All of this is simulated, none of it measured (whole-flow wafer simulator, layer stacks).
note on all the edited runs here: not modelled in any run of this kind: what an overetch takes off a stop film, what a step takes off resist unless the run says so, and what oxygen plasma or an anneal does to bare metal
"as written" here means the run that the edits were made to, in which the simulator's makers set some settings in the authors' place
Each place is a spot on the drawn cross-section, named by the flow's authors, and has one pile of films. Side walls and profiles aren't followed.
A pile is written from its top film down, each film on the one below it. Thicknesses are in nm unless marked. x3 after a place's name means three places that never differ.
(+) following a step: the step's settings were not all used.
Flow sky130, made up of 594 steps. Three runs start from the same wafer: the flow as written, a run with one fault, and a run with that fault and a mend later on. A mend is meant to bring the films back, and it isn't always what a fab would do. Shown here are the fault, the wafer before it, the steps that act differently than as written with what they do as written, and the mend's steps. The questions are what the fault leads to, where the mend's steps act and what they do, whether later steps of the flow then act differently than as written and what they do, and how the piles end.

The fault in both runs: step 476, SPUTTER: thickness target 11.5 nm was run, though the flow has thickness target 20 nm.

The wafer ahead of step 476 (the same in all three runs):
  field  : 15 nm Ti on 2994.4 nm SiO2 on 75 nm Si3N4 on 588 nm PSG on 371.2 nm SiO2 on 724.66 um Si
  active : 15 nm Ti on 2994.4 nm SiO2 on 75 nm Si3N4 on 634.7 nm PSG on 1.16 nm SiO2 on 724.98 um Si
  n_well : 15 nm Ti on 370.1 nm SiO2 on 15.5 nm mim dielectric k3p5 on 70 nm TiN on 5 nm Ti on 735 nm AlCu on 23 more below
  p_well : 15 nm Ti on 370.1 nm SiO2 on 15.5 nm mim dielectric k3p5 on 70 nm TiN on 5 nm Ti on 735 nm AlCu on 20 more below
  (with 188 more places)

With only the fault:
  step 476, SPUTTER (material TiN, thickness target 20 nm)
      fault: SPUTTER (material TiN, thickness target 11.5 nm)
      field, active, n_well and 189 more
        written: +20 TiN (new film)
        fault: +11.5 TiN (new film)
  Later steps of the flow acting differently than as written (not shown: 15 more steps that differ only slightly, by at most 2% or 0.5 nm, whichever is larger):
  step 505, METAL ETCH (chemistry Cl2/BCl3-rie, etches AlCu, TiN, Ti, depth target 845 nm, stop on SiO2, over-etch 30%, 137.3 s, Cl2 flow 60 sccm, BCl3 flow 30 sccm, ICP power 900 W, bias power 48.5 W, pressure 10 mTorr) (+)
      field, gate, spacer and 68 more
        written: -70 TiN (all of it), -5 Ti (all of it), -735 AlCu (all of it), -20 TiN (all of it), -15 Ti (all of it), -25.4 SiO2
        fault: -70 TiN (all of it), -5 Ti (all of it), -735 AlCu (all of it), -11.5 TiN (all of it), -15 Ti (all of it), -26.2 SiO2
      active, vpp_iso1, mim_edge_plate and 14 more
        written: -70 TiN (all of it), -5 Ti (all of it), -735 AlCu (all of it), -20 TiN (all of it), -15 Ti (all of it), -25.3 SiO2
        fault: -70 TiN (all of it), -5 Ti (all of it), -735 AlCu (all of it), -11.5 TiN (all of it), -15 Ti (all of it), -26.2 SiO2
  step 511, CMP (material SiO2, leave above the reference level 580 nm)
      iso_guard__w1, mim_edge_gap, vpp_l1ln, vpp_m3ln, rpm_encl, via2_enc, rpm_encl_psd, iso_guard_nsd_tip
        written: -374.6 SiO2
        fault: -382.3 SiO2
  By the end, the piles at n_well, p_well, gate_hv and 102 more depart from the flow's by more than 2% or 0.5 nm, whichever is larger.
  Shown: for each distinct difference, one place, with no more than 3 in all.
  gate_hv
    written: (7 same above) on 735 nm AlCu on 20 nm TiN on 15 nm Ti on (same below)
    fault: (7 same above) on 735 nm AlCu on 11.5 nm TiN on 15 nm Ti on (same below)
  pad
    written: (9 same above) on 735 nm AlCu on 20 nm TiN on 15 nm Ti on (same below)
    fault: (9 same above) on 735 nm AlCu on 11.5 nm TiN on 15 nm Ti on (same below)
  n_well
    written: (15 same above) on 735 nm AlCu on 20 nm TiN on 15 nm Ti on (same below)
    fault: (15 same above) on 735 nm AlCu on 11.5 nm TiN on 15 nm Ti on (same below)

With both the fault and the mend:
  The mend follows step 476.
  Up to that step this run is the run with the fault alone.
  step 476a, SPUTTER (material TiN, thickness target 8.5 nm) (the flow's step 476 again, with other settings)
      field, active, n_well and 189 more
        +8.5 TiN
  Every later step of the flow that is run acts as written at every place that is followed.
  By the end, the piles equal the flow's at every place that both follow.
